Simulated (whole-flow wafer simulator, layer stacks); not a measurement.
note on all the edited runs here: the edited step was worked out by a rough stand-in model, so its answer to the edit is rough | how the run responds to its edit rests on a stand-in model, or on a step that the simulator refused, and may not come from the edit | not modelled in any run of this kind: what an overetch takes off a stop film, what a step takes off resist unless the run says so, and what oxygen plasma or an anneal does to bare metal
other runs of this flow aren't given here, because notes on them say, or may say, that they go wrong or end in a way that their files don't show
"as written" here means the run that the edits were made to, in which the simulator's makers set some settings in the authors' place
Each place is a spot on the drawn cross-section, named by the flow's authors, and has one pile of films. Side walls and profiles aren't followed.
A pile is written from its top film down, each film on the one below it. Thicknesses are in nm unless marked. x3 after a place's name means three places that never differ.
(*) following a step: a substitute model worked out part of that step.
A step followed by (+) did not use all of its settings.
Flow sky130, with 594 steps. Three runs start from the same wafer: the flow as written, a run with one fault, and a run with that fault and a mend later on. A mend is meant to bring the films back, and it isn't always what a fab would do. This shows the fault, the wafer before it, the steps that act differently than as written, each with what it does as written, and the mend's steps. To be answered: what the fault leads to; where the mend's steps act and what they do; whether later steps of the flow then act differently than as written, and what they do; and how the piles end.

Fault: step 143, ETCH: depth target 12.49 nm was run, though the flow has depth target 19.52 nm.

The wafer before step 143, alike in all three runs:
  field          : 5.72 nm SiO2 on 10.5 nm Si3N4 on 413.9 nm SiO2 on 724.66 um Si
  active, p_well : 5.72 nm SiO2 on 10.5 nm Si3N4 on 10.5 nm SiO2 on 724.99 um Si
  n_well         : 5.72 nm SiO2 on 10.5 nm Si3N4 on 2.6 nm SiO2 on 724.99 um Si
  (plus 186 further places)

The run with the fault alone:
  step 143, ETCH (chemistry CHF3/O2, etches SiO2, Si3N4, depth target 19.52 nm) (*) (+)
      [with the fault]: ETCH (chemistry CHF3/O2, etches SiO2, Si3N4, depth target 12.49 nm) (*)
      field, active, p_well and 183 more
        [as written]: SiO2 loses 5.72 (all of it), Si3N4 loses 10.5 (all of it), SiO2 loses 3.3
        [with the fault]: SiO2 loses 5.72 (all of it), Si3N4 loses 6.77
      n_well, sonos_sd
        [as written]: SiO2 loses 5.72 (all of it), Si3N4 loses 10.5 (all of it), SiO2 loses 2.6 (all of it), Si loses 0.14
        [with the fault]: SiO2 loses 5.72 (all of it), Si3N4 loses 6.77
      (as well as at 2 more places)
  Steps later in the flow that act otherwise than as written (45 more steps, not shown, differ only slightly: by at most 2% or 0.5 nm, whichever is larger):
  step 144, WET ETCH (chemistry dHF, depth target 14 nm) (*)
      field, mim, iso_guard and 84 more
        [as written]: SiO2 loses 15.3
        [with the fault]: Si3N4 loses 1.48
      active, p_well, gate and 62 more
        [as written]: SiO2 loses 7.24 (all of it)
        [with the fault]: Si3N4 loses 1.48
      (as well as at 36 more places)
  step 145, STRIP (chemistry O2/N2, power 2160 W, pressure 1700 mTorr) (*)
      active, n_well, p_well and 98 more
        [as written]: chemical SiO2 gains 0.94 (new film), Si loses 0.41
        [with the fault]: nothing
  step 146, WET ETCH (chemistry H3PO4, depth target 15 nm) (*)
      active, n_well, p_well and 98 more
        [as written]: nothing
        [with the fault]: Si3N4 loses 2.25 (all of it), SiO2 loses 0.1
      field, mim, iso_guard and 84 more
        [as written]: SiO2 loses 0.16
        [with the fault]: Si3N4 loses 2.25 (all of it), SiO2 loses 0.13
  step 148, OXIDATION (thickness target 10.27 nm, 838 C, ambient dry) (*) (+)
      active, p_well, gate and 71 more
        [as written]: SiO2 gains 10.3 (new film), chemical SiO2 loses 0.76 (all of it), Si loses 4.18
        [with the fault]: SiO2 gains 6.52, Si loses 2.87
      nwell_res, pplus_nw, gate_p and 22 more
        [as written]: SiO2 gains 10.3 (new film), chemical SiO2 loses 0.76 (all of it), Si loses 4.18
        [with the fault]: SiO2 gains 6.54, Si loses 2.88
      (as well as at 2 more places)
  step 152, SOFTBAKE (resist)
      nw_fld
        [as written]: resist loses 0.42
        [with the fault]: resist gains 1.42
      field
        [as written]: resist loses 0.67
        [with the fault]: resist loses 0.04
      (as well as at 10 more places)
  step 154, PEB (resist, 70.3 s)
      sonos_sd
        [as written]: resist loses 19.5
        [with the fault]: resist loses 20.1
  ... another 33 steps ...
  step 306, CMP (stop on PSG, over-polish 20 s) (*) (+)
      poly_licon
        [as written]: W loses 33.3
        [with the fault]: W loses 50
  At field, gate_hv, m1 and 127 more, the piles at the end differ from the flow's by more than 2% or 0.5 nm, whichever is larger.
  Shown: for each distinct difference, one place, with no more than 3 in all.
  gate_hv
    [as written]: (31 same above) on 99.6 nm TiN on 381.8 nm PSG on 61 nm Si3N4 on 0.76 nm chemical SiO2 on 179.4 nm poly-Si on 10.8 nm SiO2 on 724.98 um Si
    [with the fault]: (31 same above) on 99.6 nm TiN on 375.5 nm PSG on 61 nm Si3N4 on 0.76 nm chemical SiO2 on 179.4 nm poly-Si on 17.1 nm SiO2 on 724.99 um Si
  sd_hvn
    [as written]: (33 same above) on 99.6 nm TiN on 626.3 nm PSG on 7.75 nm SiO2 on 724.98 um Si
    [with the fault]: (33 same above) on 99.6 nm TiN on 620.1 nm PSG on 13.9 nm SiO2 on 724.98 um Si
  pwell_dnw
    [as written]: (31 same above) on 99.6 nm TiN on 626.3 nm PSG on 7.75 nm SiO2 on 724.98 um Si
    [with the fault]: (31 same above) on 99.6 nm TiN on 620.1 nm PSG on 13.9 nm SiO2 on 724.98 um Si

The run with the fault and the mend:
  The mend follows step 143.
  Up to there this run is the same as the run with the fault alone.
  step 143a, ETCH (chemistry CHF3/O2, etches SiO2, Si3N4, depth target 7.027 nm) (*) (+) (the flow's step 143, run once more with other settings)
      field, active, p_well and 183 more
        Si3N4 loses 3.73 (all of it), SiO2 loses 3.3
      n_well, sonos_sd
        Si3N4 loses 3.73 (all of it), SiO2 loses 2.6 (all of it), Si loses 0.14
      sonos_cell, sonos_cell_x
        resist loses 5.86
  None of the later steps of the flow differs from how it acts as written, at any place that is followed, by more than 2% or 0.5 nm, whichever is larger.
  By the end, the piles equal the flow's at every place that both follow.
